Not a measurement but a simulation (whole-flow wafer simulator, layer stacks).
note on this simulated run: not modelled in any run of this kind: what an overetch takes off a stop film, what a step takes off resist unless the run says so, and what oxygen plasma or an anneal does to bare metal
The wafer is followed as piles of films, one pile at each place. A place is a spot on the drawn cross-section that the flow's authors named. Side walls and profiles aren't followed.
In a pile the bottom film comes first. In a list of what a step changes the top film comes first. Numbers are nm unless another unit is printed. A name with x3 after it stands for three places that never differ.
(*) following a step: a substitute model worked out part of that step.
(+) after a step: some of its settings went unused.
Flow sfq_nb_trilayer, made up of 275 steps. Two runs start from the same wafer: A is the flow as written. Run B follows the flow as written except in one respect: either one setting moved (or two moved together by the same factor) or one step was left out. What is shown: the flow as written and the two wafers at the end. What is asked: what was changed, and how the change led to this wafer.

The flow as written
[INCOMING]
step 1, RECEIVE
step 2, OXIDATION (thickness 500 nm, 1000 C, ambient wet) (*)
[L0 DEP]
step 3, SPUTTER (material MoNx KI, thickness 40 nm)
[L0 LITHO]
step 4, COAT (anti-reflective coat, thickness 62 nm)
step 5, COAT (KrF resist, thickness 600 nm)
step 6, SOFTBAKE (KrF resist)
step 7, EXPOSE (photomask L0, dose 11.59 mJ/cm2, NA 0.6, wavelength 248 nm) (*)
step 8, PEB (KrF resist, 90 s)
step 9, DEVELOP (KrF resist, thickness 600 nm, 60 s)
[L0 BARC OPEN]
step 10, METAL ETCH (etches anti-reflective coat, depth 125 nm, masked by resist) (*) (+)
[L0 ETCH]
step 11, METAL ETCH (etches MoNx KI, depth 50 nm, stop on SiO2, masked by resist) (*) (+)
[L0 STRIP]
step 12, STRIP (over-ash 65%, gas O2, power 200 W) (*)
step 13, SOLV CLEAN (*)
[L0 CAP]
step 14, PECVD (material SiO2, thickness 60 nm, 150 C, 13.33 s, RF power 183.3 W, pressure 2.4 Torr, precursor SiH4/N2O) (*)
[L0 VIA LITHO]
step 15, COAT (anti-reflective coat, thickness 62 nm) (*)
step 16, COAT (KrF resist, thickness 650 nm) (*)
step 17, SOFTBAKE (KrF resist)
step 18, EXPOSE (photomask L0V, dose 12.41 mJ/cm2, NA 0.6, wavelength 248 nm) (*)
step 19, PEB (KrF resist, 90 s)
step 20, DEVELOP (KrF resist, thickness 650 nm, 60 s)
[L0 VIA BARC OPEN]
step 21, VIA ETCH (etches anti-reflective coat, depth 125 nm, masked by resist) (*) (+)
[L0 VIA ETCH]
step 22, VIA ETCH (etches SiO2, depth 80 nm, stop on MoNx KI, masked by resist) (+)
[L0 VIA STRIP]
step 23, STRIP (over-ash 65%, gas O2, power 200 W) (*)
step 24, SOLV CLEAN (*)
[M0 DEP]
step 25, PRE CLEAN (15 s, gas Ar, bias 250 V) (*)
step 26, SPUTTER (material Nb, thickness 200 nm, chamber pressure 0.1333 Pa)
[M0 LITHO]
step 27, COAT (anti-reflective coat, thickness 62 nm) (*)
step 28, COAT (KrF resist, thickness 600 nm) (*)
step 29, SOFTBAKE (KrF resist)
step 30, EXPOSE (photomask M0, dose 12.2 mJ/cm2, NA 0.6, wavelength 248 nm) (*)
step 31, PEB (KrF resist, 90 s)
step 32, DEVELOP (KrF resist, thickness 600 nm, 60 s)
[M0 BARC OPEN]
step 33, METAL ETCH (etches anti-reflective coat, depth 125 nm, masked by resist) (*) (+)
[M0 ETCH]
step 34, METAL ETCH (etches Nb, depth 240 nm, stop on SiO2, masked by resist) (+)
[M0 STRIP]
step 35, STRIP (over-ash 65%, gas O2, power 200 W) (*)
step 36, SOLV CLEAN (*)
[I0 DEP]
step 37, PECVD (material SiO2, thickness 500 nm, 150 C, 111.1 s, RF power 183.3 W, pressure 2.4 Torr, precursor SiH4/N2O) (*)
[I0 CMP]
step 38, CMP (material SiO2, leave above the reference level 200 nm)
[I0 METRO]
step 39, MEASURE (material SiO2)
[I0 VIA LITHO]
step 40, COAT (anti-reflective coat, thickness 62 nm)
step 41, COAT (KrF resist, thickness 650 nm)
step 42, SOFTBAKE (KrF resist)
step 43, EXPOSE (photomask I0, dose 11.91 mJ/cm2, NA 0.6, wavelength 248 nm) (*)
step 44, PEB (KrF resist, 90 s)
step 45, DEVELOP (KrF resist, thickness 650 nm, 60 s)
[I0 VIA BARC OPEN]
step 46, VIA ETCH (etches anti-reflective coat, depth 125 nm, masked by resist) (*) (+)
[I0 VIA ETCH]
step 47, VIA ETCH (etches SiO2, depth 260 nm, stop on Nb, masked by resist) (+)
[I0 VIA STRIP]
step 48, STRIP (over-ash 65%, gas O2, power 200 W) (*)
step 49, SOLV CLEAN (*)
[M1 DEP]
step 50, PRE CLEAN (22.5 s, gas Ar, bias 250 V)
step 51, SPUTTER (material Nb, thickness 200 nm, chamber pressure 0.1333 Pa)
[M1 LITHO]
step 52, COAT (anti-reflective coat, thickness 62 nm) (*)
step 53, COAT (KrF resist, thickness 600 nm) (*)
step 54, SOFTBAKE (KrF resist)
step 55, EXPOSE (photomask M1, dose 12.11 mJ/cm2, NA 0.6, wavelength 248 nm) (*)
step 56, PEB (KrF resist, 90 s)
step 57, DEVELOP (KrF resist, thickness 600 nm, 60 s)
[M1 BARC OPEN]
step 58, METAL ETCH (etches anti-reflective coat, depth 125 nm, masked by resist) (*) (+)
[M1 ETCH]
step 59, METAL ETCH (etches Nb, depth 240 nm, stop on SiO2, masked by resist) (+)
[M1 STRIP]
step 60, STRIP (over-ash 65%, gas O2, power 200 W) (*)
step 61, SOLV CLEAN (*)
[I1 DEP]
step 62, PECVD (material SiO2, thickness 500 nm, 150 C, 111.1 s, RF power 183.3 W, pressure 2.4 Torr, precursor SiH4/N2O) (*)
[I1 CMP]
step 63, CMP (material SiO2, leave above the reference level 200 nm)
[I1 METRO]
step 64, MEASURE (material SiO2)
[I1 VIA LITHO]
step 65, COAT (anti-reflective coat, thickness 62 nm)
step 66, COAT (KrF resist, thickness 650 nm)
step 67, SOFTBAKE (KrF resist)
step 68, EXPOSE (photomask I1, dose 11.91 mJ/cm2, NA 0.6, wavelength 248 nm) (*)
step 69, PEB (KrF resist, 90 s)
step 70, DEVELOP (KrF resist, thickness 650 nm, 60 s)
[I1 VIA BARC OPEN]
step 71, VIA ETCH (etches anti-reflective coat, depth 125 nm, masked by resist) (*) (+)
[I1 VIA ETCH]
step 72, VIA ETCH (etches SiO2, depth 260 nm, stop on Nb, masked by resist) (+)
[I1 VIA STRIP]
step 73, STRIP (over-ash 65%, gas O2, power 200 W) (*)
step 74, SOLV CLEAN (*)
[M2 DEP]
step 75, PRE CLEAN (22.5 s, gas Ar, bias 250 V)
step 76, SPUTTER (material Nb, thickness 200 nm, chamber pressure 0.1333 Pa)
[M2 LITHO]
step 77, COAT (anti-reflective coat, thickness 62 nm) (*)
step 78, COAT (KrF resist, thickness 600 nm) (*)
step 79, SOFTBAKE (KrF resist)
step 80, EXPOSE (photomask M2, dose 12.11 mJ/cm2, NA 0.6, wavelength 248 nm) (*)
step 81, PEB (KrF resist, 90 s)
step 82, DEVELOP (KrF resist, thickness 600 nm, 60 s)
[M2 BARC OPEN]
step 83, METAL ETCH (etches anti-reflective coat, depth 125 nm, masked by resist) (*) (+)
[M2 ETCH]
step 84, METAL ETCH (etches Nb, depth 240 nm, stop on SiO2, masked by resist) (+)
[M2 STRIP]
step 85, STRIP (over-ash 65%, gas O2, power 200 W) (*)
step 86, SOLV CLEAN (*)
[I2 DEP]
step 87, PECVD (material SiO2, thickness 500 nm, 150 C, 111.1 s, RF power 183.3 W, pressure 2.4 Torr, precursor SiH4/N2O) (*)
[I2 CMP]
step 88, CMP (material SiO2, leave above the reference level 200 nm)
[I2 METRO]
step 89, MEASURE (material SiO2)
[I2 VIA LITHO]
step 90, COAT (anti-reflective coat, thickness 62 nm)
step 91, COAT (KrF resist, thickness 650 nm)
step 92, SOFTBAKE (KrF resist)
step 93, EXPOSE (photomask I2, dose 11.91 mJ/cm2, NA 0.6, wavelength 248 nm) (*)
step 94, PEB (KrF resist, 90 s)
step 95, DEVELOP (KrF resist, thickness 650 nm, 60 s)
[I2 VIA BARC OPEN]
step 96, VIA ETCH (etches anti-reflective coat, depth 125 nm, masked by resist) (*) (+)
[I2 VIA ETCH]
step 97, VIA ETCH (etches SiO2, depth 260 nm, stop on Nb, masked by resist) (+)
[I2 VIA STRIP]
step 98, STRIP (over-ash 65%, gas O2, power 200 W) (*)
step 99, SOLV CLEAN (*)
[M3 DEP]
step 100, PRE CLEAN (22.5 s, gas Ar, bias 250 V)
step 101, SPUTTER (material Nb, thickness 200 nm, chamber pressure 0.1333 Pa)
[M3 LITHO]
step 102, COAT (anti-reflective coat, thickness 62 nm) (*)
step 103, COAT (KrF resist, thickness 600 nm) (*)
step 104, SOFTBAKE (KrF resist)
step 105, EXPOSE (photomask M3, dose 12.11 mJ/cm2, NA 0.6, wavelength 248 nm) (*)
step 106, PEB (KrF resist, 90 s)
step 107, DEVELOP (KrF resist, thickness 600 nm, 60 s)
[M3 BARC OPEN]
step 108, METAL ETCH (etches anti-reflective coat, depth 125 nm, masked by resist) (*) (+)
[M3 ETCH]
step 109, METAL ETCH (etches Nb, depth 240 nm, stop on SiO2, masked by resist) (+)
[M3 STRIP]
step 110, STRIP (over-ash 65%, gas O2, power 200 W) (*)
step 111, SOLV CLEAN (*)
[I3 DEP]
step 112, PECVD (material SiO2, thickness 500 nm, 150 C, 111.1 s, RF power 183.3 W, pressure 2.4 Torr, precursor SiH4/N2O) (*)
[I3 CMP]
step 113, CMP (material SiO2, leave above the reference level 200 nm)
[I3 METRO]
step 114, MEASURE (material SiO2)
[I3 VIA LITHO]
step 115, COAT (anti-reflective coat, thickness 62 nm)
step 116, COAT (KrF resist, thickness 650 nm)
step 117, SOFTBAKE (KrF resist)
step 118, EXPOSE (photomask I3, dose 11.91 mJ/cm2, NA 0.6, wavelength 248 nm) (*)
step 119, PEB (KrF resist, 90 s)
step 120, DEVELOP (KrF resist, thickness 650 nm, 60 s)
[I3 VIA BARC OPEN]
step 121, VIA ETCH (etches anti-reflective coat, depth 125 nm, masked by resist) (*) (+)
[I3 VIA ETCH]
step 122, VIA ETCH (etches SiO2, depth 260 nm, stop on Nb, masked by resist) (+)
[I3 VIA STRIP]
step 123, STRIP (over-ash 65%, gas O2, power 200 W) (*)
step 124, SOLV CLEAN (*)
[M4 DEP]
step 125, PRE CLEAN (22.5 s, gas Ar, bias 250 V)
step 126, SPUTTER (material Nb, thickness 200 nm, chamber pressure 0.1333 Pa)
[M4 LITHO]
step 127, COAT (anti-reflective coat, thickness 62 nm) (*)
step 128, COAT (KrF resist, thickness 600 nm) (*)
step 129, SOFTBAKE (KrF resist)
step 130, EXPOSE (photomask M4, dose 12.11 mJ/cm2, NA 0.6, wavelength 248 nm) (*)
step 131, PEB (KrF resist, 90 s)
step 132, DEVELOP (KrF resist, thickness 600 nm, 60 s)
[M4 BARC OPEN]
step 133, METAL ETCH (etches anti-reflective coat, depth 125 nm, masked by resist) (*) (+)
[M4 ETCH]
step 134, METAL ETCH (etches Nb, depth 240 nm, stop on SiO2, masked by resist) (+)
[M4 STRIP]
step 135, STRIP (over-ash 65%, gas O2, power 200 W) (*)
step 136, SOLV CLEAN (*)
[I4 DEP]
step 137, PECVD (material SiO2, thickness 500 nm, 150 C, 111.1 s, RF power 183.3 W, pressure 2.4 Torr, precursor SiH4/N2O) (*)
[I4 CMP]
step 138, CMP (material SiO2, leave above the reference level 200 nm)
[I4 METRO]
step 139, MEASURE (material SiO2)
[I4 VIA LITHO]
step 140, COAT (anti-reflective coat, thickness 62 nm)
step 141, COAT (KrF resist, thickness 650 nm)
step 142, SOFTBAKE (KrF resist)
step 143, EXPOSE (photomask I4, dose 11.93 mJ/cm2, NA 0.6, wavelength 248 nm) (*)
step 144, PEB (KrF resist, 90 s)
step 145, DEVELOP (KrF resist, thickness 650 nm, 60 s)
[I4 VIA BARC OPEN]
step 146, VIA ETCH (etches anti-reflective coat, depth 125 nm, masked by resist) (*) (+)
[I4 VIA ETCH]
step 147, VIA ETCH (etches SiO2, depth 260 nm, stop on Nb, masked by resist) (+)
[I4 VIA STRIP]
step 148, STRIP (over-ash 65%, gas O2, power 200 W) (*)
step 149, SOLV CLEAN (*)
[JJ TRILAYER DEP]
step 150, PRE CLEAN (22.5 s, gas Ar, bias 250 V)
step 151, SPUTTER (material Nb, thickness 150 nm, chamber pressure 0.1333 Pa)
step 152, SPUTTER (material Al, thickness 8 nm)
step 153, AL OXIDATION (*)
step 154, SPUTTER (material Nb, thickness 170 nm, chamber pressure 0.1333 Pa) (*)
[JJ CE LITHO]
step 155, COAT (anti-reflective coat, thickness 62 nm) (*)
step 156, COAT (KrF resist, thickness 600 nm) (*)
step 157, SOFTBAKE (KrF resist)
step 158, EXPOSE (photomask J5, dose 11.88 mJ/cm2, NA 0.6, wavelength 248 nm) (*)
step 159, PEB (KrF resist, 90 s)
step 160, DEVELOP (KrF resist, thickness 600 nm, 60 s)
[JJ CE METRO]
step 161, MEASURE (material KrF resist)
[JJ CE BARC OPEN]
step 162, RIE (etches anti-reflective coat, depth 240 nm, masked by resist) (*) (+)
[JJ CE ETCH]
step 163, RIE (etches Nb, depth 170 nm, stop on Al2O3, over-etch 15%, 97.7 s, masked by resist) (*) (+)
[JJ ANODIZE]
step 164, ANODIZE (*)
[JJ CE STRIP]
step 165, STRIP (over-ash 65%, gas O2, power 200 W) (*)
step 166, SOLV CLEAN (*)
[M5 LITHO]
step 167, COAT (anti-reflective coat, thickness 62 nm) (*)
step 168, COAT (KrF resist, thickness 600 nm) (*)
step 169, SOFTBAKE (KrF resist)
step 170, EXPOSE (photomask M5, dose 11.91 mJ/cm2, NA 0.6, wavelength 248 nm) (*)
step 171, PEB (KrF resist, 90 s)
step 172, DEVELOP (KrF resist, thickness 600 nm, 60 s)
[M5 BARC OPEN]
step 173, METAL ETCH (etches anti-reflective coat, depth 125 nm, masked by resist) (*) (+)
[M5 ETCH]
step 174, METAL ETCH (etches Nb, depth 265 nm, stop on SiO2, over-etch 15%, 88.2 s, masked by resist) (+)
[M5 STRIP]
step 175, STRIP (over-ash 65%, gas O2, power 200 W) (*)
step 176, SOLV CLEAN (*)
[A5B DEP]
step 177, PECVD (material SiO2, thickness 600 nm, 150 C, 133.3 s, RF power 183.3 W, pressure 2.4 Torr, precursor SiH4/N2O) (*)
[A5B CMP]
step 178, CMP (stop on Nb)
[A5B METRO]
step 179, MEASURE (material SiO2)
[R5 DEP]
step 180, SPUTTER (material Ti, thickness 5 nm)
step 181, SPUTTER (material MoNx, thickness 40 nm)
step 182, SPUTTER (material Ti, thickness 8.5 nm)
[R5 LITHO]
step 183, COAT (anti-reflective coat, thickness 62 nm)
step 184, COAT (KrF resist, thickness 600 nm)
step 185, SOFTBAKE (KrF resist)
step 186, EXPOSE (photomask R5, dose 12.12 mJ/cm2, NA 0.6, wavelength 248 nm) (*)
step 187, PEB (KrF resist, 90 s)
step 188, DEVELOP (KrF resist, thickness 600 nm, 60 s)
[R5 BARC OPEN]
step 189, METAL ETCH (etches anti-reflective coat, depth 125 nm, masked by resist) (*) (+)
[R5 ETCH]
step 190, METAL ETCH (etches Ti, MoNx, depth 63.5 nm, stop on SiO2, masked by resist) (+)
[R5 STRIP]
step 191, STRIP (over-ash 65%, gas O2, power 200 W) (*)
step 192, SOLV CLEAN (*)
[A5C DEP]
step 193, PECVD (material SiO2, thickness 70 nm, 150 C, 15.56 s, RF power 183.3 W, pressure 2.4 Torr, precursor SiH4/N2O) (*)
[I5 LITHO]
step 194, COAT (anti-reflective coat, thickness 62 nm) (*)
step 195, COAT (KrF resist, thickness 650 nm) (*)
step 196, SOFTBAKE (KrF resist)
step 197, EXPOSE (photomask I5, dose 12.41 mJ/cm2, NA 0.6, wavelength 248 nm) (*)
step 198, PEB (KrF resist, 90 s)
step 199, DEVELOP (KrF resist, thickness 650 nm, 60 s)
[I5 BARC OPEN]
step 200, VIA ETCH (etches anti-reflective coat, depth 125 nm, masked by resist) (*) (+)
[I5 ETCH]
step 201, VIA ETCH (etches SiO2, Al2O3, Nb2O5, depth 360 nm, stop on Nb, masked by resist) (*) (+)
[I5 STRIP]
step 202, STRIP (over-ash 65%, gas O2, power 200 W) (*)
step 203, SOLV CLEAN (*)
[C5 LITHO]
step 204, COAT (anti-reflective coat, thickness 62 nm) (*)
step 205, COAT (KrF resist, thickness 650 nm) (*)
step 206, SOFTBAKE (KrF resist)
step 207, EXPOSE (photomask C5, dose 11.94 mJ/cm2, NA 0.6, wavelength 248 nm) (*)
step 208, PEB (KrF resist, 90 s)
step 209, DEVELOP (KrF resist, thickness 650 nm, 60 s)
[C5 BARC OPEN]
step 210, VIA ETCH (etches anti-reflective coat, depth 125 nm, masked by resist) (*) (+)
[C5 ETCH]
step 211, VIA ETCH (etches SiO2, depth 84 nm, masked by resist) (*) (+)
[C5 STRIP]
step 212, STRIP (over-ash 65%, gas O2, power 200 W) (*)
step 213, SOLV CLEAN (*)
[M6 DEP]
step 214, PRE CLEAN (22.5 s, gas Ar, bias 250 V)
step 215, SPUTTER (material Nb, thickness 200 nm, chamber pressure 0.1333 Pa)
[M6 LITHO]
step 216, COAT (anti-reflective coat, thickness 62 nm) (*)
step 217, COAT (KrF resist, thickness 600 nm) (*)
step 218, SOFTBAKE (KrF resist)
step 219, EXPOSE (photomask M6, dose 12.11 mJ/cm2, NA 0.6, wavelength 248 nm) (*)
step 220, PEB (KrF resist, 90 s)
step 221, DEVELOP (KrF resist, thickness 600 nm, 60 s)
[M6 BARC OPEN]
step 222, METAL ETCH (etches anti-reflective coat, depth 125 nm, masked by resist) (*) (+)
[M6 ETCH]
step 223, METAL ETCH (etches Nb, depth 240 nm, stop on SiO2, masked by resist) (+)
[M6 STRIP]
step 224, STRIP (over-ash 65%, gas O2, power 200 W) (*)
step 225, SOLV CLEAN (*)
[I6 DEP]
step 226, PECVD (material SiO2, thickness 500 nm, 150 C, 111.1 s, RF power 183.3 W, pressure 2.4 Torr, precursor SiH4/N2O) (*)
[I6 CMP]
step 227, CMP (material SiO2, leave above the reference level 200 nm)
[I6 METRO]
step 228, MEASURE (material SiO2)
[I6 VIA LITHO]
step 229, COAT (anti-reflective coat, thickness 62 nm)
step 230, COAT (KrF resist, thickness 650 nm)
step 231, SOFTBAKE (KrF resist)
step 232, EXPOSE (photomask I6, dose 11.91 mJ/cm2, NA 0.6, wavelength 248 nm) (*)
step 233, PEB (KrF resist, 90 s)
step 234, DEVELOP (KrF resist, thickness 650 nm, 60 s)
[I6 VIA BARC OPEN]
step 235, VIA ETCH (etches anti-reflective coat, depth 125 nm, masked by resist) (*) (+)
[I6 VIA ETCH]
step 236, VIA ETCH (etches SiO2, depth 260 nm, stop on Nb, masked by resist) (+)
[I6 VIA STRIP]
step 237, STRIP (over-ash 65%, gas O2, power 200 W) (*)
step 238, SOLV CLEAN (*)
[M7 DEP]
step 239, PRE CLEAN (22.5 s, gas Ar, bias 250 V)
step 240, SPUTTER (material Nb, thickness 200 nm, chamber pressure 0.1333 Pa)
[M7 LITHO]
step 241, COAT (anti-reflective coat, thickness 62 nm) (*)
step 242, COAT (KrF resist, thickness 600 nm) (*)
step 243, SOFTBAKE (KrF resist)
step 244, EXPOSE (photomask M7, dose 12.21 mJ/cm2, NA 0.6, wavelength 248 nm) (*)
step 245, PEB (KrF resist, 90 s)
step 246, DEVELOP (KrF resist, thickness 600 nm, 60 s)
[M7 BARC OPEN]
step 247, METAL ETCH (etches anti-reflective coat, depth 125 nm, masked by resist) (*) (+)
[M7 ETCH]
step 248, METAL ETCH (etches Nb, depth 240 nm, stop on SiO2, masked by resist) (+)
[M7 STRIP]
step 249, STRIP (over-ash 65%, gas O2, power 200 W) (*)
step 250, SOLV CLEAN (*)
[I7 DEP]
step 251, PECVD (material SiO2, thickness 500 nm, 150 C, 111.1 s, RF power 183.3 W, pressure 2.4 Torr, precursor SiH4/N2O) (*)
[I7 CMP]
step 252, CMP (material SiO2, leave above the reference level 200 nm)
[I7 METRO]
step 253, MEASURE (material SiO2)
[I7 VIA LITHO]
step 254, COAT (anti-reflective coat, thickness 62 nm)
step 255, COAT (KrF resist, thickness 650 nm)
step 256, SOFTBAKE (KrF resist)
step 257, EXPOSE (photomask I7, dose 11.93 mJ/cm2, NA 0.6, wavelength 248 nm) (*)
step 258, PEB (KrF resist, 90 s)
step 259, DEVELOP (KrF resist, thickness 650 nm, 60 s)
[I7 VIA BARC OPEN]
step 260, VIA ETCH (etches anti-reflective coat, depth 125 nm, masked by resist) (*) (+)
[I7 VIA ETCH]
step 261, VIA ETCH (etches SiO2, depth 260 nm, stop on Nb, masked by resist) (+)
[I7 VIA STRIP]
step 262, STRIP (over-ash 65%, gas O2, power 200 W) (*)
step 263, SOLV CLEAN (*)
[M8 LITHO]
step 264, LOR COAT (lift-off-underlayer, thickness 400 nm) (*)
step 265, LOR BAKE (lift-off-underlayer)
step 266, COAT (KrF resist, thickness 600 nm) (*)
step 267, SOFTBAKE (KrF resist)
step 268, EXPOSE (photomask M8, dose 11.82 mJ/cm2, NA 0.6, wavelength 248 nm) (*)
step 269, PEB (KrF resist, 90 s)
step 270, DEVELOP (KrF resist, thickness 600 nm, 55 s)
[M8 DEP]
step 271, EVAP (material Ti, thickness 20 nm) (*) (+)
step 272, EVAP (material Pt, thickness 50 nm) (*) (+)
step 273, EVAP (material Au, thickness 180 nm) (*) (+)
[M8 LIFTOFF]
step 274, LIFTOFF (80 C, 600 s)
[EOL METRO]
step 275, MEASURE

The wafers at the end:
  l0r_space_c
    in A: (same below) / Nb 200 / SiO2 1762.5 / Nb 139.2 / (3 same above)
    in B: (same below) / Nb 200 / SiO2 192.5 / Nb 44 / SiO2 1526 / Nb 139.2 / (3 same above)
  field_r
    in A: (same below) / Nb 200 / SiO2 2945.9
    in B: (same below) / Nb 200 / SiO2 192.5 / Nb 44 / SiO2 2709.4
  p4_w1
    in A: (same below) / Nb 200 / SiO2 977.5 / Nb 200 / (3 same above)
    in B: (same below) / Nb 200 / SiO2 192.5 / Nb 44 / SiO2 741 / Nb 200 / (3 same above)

What caused this: step 59, METAL ETCH: depth 156 nm was run, though the flow has depth 240 nm.

The path from the change to this, step by step:
  step 59, METAL ETCH (etches Nb, depth 240 nm, stop on SiO2, masked by resist) (+)
      field_l, be, be_sur and 79 more: A Nb loses 200 (all of it) | B Nb loses 156
      v_sur, via_wl, via_w and 21 more: A KrF resist loses 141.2 | B KrF resist loses 91.8
  step 60, STRIP (over-ash 65%, gas O2, power 200 W) (*)
      wl_j_sl, wl_jj, wl_j_sr and 13 more: A KrF resist loses 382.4 (all of it), anti-reflective coat loses 62 (all of it) | B KrF resist loses 431.8 (all of it), anti-reflective coat loses 62 (all of it)
      v_sur: A KrF resist loses 365.9 (all of it), anti-reflective coat loses 61.1 (all of it) | B KrF resist loses 415.3 (all of it), anti-reflective coat loses 61.1 (all of it)
      (also at 7 further places)
  step 62, PECVD (material SiO2, thickness 500 nm, 150 C, 111.1 s, RF power 183.3 W, pressure 2.4 Torr, precursor SiH4/N2O) (*)
      field_l, be, be_sur and 72 more: A SiO2 gains 500 | B SiO2 gains 500 (new film)
      lsp_m, ln_m6, lsp_r, l0_sur, l0v: A SiO2 gains 494.9 | B SiO2 gains 500 (new film)
      (also at 2 further places)
  step 63, CMP (material SiO2, leave above the reference level 200 nm)
      field_l, be, be_sur and 72 more: A SiO2 loses 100 | B SiO2 loses 144
      lsp_m, ln_m6, lsp_r, l0_sur, l0v: A SiO2 loses 94.9 | B SiO2 loses 144
Taking metal films that touch as one body, l0r_space_c has 3 bodies (between them, from the top down: SiO2 1526; SiO2 192.5); the flow as written gives 2 bodies (between them, from the top down: SiO2 1762.5).
Taking metal films that touch as one body, field_r has 2 bodies (between them, from the top down: SiO2 192.5); the flow as written gives 1 body.
Taking metal films that touch as one body, p4_w1 has 4 bodies (between them, from the top down: SiO2 192.5; SiO2 741; SiO2 192.5); the flow as written gives 3 bodies (between them, from the top down: SiO2 192.5; SiO2 977.5).
